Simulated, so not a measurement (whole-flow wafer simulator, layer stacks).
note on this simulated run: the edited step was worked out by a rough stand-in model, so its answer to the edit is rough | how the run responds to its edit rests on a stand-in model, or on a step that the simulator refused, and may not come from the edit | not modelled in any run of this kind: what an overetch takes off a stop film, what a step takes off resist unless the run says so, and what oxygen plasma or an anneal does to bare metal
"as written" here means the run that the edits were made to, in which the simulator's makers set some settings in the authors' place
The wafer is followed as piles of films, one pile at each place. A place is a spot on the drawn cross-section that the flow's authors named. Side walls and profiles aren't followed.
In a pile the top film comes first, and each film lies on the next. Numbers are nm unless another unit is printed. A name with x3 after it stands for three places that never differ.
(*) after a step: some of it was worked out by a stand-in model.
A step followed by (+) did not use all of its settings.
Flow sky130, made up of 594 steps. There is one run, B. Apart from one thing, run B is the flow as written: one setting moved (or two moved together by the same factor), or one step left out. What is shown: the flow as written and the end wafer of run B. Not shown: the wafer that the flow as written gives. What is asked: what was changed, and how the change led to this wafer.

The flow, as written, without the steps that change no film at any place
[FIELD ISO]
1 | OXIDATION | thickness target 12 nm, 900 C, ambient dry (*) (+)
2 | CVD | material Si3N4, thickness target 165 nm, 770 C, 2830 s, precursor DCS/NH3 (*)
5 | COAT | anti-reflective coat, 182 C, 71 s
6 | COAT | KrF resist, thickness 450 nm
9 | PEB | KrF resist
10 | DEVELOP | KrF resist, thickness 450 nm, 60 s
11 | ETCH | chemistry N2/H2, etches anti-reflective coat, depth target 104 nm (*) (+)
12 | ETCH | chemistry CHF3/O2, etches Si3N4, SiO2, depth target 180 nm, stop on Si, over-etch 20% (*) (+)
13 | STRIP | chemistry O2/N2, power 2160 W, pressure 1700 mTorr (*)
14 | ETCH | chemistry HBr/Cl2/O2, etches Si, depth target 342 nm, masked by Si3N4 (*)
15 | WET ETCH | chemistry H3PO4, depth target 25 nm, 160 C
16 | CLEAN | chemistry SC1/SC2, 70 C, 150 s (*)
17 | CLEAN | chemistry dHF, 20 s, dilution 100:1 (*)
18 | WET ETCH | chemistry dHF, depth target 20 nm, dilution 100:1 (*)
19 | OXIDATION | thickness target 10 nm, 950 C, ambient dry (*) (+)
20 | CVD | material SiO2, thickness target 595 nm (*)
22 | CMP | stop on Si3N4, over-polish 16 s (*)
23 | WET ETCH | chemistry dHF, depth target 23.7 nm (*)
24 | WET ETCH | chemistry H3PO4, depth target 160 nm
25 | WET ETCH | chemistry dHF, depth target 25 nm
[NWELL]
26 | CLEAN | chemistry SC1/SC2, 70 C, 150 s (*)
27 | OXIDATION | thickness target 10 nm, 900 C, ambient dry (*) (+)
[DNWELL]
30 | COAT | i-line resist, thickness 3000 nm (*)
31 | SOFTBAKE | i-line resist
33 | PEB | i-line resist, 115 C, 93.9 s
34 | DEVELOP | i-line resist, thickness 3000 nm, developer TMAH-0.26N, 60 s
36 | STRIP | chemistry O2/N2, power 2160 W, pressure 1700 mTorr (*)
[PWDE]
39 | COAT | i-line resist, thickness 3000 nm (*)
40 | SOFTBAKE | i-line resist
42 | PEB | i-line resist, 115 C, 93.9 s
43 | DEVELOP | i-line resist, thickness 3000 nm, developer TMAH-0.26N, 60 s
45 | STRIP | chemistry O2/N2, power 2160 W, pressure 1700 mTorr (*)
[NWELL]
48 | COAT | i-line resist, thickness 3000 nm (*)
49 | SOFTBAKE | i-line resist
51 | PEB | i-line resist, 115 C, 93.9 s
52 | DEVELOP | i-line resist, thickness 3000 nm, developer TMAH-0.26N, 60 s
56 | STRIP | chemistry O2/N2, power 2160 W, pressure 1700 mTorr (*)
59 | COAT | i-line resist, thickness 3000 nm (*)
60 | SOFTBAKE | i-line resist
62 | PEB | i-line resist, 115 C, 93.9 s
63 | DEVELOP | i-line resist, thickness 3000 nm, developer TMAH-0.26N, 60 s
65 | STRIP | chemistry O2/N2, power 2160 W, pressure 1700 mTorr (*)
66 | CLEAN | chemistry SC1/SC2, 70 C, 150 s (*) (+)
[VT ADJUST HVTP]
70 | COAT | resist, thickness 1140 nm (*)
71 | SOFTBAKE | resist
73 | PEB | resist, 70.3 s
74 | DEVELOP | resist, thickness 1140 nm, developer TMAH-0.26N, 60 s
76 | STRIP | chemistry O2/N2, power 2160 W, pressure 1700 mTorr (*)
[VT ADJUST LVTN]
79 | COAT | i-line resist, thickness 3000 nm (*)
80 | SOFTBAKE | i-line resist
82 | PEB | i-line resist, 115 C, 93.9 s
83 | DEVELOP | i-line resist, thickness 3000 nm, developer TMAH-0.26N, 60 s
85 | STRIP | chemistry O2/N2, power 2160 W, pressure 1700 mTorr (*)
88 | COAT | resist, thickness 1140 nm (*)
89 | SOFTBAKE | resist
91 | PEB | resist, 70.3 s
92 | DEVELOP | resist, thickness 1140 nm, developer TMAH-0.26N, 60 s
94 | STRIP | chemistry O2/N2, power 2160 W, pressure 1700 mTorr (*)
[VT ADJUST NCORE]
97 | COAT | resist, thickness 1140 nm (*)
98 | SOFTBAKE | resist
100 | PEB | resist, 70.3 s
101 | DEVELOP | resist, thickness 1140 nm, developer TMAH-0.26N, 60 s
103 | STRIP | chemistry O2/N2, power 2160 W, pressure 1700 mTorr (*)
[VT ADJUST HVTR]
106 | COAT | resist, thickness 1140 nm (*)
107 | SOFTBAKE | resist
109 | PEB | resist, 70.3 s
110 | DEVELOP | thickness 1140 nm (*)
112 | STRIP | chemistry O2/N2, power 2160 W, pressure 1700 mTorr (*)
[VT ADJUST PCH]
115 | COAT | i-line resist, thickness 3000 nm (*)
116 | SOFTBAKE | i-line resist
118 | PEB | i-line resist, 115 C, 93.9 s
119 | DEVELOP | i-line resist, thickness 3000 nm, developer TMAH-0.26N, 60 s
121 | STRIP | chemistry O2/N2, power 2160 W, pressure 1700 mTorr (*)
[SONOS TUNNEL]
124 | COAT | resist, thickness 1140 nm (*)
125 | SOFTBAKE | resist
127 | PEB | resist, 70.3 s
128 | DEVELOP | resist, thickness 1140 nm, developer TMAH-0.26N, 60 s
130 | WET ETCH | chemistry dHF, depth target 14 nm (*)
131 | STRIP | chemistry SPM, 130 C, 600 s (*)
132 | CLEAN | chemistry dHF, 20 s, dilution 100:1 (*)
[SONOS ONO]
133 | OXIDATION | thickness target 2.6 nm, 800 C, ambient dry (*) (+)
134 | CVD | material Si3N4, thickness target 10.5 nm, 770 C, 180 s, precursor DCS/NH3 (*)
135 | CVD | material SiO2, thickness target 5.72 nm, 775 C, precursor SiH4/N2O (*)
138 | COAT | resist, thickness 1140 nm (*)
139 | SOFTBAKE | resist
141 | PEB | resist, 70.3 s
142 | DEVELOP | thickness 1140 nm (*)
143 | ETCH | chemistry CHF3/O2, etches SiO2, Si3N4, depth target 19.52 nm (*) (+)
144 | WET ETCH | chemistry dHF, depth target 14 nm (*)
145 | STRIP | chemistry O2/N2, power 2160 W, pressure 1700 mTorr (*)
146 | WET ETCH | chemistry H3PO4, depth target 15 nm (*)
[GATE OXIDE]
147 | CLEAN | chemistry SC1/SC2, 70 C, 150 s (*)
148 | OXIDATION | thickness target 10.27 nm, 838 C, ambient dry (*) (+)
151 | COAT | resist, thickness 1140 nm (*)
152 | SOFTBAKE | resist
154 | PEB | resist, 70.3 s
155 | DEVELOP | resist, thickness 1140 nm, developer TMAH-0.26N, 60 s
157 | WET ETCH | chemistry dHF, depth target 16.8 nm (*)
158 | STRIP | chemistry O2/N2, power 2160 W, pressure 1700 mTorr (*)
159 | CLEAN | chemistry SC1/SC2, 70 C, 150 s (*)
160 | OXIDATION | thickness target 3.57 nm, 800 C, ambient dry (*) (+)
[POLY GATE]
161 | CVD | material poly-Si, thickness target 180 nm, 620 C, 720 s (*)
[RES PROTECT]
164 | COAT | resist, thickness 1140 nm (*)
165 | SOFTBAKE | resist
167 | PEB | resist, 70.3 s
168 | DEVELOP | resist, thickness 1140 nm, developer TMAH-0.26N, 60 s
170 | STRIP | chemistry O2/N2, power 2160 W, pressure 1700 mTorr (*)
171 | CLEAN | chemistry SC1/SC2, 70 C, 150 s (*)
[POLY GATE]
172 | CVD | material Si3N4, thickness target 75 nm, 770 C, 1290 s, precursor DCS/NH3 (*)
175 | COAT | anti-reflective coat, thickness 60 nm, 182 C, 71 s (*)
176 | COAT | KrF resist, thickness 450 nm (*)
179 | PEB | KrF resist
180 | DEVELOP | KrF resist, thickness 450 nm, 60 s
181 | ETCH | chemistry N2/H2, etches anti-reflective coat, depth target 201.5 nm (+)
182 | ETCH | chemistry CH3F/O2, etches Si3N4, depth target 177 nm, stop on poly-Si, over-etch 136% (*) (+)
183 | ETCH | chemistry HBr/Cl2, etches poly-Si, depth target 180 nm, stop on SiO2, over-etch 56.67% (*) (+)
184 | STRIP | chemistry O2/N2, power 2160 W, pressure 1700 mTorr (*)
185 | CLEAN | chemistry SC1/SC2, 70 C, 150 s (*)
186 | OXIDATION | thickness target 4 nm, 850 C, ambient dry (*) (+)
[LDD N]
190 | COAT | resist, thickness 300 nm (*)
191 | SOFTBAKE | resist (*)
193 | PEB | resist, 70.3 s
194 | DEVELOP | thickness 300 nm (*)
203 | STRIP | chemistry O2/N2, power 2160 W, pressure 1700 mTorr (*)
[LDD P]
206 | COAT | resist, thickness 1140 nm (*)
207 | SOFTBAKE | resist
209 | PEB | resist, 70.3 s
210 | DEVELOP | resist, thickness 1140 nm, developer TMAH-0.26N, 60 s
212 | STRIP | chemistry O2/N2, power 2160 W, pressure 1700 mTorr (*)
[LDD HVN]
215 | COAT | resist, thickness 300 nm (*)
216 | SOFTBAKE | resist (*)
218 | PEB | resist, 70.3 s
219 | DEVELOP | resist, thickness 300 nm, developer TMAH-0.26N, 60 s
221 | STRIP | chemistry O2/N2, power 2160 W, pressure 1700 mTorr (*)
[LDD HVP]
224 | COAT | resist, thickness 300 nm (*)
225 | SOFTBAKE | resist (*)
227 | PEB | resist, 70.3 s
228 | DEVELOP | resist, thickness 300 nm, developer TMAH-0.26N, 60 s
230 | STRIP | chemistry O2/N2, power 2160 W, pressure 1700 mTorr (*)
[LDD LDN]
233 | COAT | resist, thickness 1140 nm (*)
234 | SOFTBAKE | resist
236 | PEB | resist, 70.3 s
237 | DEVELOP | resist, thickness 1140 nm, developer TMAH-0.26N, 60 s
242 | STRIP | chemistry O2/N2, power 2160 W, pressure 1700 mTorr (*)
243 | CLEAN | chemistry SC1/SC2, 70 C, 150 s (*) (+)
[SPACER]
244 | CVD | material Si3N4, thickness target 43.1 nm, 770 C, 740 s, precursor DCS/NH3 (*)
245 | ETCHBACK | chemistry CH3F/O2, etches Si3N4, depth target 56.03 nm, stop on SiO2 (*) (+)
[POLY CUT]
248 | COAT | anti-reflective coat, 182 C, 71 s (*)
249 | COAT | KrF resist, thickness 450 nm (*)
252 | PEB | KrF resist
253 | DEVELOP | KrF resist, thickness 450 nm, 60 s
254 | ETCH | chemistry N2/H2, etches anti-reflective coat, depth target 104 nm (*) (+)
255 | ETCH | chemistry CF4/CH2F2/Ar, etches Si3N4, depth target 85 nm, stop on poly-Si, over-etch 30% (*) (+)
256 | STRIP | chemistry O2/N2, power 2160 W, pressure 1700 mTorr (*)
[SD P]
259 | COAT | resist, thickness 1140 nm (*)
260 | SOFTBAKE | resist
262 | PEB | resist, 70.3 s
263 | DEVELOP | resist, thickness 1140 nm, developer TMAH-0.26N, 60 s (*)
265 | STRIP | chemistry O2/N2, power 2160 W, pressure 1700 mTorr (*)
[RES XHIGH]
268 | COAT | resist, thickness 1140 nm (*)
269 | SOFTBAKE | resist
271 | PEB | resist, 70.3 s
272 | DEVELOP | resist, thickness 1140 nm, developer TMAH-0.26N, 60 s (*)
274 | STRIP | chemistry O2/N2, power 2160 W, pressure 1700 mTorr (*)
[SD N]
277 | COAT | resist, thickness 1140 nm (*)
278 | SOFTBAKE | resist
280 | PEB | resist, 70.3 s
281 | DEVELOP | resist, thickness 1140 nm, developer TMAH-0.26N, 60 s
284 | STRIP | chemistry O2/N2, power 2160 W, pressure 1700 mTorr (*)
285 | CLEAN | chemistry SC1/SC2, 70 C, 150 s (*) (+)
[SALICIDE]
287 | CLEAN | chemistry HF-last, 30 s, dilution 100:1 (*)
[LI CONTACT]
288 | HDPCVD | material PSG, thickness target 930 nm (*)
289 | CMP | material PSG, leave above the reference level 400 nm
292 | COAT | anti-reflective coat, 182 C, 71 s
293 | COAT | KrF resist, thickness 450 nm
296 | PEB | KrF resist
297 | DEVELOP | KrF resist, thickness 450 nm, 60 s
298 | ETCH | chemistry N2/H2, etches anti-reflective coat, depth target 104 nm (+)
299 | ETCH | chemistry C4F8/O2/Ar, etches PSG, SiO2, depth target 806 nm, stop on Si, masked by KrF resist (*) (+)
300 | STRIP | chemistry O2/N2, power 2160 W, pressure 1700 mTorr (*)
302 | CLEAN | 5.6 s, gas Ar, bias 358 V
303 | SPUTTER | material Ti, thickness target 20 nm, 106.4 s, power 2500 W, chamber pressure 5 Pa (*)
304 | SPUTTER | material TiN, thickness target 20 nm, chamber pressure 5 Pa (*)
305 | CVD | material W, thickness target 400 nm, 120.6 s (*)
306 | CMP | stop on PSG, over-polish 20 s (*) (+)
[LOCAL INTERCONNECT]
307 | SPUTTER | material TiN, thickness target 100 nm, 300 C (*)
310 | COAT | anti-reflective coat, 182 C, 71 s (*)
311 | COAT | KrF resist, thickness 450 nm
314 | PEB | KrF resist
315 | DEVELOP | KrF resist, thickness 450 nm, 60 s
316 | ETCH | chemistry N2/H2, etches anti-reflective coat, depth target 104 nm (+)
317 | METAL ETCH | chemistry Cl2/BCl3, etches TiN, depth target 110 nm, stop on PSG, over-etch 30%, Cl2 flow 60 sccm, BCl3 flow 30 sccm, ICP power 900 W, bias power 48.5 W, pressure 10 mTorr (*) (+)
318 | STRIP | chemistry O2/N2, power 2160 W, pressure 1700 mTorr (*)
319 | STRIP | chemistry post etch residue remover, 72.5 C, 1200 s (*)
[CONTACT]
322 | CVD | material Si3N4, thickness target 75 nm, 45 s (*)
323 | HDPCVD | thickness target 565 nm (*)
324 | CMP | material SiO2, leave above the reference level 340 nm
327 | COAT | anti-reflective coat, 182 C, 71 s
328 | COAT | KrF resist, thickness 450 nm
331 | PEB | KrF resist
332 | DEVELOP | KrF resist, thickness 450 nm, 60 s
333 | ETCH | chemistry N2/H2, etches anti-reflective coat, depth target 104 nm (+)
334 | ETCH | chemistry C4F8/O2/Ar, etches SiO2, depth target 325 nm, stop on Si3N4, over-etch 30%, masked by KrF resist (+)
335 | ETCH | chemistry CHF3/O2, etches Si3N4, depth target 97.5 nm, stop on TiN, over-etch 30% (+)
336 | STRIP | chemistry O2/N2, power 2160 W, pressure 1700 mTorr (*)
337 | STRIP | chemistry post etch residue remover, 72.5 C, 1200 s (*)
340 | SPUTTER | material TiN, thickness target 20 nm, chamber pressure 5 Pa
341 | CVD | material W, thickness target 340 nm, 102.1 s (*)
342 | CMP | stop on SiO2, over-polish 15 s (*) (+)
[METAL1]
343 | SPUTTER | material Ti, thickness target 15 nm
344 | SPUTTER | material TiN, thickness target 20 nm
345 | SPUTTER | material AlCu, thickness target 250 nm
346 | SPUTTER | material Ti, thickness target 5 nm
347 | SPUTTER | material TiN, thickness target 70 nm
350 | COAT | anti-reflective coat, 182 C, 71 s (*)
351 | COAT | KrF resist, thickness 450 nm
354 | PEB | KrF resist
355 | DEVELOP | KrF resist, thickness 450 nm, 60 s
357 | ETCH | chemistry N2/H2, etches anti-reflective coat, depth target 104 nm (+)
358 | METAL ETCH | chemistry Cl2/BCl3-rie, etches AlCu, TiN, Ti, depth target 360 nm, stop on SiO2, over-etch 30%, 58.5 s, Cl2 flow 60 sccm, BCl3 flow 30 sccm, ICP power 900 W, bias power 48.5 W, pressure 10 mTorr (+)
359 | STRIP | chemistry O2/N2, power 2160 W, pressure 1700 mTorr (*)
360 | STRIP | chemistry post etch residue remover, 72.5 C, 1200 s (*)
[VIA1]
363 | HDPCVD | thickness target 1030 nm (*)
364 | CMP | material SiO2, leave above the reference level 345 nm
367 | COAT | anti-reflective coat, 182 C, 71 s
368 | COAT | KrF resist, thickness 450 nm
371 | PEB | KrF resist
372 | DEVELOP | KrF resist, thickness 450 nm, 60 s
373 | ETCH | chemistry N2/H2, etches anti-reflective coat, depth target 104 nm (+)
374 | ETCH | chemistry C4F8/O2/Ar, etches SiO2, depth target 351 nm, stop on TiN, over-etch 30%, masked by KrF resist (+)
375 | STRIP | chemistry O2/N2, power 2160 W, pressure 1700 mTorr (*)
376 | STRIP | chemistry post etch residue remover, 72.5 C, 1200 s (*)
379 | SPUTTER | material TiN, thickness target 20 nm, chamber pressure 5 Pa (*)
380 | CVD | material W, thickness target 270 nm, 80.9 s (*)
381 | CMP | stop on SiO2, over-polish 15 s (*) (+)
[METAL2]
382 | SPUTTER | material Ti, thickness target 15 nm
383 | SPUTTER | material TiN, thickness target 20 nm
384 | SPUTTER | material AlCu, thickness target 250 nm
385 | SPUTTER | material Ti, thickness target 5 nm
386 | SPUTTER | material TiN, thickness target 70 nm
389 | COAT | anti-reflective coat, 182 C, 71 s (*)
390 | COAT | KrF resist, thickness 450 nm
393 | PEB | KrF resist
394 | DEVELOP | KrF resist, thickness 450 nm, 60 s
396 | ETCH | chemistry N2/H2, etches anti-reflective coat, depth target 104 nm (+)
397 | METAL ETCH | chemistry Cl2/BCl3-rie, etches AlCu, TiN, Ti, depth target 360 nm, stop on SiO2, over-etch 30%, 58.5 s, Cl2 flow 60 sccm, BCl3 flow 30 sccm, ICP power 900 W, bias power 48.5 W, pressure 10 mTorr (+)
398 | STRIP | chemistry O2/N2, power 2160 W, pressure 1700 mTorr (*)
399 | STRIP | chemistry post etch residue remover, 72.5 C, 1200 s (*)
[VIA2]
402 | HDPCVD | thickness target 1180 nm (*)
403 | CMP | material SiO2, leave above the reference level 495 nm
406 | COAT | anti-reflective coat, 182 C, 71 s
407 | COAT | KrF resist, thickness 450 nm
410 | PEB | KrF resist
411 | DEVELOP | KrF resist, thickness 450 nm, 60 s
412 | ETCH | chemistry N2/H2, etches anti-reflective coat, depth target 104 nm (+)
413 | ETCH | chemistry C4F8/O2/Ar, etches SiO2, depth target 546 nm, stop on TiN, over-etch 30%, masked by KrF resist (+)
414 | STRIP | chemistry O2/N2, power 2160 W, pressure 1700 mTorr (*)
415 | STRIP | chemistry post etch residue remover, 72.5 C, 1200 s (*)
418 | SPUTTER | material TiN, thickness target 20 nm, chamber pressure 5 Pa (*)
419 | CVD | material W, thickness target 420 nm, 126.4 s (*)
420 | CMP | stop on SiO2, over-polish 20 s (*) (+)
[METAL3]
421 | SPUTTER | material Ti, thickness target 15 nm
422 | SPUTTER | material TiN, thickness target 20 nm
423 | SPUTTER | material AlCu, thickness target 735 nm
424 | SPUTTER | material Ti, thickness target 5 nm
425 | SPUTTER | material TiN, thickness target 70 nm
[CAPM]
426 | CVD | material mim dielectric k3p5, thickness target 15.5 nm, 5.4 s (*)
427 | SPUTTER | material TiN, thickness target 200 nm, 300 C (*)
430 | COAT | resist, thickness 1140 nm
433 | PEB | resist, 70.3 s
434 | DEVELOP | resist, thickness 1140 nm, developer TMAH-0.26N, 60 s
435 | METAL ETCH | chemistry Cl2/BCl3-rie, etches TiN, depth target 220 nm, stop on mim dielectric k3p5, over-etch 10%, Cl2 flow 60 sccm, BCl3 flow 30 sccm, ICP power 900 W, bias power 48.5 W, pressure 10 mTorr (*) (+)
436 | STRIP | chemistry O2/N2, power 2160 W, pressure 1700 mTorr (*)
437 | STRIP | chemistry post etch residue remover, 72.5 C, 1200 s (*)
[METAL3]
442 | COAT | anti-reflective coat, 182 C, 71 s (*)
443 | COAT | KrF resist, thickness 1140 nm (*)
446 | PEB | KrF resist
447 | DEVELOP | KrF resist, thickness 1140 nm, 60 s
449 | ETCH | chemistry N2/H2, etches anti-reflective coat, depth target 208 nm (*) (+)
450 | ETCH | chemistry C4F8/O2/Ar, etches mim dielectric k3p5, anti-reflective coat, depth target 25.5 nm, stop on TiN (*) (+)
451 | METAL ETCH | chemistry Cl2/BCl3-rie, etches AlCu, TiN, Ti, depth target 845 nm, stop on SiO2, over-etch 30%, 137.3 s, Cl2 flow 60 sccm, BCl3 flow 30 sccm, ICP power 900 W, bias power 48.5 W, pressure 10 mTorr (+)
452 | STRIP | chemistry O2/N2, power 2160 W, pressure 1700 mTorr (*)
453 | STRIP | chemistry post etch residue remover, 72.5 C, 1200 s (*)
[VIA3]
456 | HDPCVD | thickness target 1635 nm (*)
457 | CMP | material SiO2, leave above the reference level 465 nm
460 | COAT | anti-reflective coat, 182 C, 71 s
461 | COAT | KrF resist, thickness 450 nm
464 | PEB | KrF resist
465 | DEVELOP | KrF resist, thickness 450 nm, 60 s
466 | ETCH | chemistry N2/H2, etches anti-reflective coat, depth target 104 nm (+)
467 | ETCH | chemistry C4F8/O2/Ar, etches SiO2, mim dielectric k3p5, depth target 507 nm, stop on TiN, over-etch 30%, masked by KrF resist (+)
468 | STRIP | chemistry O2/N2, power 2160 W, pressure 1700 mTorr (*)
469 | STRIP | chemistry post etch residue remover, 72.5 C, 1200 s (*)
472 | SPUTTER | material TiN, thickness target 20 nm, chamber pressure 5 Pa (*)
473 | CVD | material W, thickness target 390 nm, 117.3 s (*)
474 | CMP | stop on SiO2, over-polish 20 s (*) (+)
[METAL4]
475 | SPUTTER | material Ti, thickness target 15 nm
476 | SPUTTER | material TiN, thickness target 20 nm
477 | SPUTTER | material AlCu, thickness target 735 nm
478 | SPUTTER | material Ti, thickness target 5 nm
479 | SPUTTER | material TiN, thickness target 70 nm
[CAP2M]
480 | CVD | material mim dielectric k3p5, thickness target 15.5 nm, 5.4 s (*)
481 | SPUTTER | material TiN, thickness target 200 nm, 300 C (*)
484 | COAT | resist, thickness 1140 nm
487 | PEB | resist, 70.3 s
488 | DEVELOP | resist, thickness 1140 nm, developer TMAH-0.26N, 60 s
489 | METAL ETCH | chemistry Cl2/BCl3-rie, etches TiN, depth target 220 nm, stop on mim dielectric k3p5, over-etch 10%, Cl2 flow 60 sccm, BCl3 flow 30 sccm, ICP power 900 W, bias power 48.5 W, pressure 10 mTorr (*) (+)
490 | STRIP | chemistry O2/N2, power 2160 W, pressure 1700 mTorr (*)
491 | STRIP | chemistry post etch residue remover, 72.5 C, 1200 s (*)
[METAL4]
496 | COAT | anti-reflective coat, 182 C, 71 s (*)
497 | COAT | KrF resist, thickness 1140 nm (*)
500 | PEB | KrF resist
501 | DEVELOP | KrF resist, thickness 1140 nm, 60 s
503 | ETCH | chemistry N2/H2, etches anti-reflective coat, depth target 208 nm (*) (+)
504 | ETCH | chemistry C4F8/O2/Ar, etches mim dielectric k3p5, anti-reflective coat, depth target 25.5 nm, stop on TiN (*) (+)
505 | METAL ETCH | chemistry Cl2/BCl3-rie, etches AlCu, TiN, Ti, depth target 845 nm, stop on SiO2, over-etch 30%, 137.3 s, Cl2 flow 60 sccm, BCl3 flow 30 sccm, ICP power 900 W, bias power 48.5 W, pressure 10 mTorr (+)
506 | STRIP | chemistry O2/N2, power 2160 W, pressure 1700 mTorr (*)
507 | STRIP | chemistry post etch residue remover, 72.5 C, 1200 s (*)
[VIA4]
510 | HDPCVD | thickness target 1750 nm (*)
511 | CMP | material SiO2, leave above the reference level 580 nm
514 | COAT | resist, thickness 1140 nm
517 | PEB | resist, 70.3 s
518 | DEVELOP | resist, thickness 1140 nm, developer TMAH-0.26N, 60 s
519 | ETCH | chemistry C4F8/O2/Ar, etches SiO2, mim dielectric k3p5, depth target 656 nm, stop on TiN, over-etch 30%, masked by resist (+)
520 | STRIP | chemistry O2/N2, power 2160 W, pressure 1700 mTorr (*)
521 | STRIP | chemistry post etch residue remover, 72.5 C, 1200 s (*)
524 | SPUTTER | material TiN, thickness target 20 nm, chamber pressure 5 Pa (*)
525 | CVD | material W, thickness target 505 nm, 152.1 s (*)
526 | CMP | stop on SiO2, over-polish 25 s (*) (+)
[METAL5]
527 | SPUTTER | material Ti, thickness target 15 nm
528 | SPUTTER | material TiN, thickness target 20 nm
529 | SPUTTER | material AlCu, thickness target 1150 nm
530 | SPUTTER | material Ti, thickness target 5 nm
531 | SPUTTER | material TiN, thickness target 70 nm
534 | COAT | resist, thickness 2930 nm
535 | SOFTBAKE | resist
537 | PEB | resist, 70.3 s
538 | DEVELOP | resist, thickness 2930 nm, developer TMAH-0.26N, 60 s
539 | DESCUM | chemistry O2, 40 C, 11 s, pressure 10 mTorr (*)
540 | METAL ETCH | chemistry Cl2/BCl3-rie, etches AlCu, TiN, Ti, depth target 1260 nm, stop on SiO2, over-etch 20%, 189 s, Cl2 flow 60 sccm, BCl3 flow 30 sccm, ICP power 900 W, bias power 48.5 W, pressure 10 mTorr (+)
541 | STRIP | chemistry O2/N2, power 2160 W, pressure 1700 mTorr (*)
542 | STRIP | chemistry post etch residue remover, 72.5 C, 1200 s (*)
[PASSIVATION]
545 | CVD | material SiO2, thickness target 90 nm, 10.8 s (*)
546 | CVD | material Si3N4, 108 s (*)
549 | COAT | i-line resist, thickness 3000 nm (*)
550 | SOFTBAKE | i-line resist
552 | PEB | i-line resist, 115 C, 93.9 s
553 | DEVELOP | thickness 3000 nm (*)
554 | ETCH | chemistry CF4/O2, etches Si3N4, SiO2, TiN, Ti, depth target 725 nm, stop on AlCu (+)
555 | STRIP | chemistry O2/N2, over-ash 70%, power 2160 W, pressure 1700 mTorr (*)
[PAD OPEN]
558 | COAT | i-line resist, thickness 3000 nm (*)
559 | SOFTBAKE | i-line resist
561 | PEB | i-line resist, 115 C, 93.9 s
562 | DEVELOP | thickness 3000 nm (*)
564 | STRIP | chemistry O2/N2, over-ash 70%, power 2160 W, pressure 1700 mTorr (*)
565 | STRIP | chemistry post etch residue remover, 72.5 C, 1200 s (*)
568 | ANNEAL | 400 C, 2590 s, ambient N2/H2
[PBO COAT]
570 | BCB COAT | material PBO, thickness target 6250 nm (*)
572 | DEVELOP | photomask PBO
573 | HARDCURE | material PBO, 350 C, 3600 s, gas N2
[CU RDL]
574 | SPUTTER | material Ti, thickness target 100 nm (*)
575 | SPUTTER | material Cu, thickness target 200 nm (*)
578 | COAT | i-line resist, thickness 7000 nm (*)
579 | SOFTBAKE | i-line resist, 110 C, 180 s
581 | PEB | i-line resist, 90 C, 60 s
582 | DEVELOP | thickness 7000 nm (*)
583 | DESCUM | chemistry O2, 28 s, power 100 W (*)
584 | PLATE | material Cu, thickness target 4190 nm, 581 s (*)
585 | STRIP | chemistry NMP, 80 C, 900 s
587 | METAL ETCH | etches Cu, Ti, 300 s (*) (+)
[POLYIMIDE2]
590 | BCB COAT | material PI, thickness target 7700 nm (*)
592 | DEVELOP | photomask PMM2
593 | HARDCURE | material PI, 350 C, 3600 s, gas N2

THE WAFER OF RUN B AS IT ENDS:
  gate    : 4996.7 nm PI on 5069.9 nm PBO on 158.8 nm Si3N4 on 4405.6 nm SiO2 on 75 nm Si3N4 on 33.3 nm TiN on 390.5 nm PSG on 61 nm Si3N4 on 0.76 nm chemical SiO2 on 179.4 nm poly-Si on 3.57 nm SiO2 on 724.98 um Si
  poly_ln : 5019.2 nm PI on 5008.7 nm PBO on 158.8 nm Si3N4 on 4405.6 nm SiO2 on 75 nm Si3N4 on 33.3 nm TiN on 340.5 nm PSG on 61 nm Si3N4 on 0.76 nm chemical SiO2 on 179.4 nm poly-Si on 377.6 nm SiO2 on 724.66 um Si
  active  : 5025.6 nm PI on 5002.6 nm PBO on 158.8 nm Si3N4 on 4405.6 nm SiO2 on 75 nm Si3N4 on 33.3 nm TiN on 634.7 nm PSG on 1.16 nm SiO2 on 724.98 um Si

What caused this: step 317, METAL ETCH: depth target 64.9 nm was run, though the flow has depth target 110 nm.

The path from the change to this, step by step:
  317 | METAL ETCH | chemistry Cl2/BCl3, etches TiN, depth target 110 nm, stop on PSG, over-etch 30%, Cl2 flow 60 sccm, BCl3 flow 30 sccm, ICP power 900 W, bias power 48.5 W, pressure 10 mTorr (*) (+)
      field, active, gate and 88 more: TiN loses 64.9 (it would be, as written: TiN loses 98.7 (all of it))
      n_well, p_well, gate_hv and 97 more: KrF resist loses 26 (it would be, as written: KrF resist loses 44)
  318 | STRIP | chemistry O2/N2, power 2160 W, pressure 1700 mTorr (*)
      n_well, p_well, gate_hv and 93 more: KrF resist loses 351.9 (all of it), anti-reflective coat loses 80 (all of it) (it would be, as written: KrF resist loses 333.8 (all of it), anti-reflective coat loses 80 (all of it))
      poly_licon, ndiff_licon, ndiff_licon_cpp, rpo_hd_licon: KrF resist loses 351.9 (all of it), anti-reflective coat loses 80.5 (all of it) (it would be, as written: KrF resist loses 333.9 (all of it), anti-reflective coat loses 80.5 (all of it))
  324 | CMP | material SiO2, leave above the reference level 340 nm
      field, active, gate and 88 more: SiO2 loses 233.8 (it would be, as written: SiO2 loses 200.4)
If metal films that touch count as one body, gate has 1 body; the flow as written gives 0 bodies.
If metal films that touch count as one body, poly_ln has 1 body; the flow as written gives 0 bodies.
If metal films that touch count as one body, active has 1 body; the flow as written gives 0 bodies.
